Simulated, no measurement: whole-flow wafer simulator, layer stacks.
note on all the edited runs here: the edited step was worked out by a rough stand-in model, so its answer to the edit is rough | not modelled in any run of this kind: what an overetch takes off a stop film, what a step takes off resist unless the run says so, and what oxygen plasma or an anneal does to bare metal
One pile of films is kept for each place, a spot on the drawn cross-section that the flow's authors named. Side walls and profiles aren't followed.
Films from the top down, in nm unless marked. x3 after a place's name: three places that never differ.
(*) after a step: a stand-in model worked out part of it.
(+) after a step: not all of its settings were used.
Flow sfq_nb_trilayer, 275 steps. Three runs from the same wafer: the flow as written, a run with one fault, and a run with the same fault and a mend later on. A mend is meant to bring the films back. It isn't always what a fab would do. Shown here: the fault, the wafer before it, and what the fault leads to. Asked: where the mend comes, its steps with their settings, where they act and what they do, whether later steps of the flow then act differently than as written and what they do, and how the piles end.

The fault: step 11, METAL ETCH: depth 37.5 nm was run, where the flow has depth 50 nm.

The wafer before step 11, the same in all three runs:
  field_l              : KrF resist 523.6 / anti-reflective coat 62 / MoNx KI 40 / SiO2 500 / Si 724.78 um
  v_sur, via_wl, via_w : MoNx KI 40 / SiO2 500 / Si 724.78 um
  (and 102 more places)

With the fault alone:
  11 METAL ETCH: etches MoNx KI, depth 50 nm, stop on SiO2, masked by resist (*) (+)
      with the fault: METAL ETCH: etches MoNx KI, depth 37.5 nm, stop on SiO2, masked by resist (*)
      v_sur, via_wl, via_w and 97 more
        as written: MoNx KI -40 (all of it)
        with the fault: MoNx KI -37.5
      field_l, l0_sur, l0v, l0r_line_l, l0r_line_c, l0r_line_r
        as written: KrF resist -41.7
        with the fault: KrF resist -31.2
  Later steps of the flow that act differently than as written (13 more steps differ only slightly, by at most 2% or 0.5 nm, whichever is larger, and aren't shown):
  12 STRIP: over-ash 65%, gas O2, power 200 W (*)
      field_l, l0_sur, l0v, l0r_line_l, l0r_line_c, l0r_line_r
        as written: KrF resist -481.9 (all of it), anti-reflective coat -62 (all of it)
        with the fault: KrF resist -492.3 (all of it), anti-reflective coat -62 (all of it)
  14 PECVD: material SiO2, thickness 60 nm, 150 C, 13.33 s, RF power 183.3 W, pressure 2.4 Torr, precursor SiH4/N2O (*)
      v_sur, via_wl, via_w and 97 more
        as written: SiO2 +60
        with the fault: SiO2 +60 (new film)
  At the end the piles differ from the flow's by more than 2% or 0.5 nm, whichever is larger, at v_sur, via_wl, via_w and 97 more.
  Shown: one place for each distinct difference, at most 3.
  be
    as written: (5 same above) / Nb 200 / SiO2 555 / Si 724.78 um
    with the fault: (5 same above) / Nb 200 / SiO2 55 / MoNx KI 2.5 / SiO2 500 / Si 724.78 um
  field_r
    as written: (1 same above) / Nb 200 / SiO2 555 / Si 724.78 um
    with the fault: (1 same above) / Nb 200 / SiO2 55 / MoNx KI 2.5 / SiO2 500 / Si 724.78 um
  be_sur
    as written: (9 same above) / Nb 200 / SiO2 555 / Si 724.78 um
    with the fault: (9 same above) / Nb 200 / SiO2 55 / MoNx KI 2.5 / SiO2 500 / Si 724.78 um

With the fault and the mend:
  The mend comes after step 11.
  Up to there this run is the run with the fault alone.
  11a METAL ETCH: etches MoNx KI, depth 12.5 nm, stop on SiO2, masked by resist (+) (the flow's step 11 once more, with other settings)
      v_sur, via_wl, via_w and 97 more
        MoNx KI -2.5 (all of it)
      field_l, l0_sur, l0v, l0r_line_l, l0r_line_c, l0r_line_r
        KrF resist -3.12
  No later step of the flow acts differently than as written, at any place that is followed, by more than 2% or 0.5 nm, whichever is larger.
  At the end the piles are the same as the flow's at every place that both follow.
